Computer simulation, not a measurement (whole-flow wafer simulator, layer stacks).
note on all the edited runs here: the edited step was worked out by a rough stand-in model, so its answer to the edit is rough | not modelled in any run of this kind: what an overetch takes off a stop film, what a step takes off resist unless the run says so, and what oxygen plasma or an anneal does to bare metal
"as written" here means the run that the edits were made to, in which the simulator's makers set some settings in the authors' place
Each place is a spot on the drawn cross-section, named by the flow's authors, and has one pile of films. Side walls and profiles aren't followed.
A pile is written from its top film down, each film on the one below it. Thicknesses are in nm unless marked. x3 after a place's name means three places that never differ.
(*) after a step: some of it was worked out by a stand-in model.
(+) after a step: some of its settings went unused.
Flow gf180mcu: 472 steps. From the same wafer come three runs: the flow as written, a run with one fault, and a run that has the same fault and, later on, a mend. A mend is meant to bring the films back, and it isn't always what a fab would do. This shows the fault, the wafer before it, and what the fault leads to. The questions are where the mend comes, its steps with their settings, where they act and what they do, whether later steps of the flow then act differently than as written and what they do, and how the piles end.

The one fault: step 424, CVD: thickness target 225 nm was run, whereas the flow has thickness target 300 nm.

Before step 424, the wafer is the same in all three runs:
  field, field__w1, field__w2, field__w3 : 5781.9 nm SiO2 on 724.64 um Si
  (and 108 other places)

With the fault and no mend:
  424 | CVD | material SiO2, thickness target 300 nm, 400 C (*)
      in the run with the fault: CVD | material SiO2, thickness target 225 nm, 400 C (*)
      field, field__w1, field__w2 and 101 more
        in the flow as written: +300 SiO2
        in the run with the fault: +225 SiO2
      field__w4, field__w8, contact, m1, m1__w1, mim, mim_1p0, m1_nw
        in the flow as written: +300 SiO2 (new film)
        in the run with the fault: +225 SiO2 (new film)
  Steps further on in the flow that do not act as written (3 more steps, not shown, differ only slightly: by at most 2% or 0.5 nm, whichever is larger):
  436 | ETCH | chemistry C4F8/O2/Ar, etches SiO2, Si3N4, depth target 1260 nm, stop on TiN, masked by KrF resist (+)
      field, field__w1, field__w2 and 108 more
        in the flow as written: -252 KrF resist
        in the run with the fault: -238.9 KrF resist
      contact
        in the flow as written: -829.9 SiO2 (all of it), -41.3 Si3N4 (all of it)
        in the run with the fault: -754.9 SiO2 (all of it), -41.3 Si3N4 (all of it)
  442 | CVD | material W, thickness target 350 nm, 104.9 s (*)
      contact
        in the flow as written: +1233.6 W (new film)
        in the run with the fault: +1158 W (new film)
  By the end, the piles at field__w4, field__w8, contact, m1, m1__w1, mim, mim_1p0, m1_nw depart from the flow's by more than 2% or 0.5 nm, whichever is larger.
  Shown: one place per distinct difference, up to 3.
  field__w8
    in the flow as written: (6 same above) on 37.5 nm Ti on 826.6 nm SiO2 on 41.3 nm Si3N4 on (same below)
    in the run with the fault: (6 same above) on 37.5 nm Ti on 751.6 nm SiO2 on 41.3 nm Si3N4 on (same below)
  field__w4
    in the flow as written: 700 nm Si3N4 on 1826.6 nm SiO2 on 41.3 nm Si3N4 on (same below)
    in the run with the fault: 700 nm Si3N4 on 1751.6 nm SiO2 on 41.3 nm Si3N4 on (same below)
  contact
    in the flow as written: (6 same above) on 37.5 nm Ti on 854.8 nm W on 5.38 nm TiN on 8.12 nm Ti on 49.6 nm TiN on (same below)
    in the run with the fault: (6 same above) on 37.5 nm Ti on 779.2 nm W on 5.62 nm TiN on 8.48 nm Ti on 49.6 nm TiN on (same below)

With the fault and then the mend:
  The mend follows step 424.
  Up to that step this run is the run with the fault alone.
  424a | CVD | material SiO2, thickness target 75 nm, 400 C (*) (a further turn of the flow's step 424, with different settings)
      field, field__w1, field__w2 and 109 more
        +75 SiO2
  None of the later steps of the flow acts differently than as written at any place that is followed.
  The piles end the same as the flow's at every place that both follow.
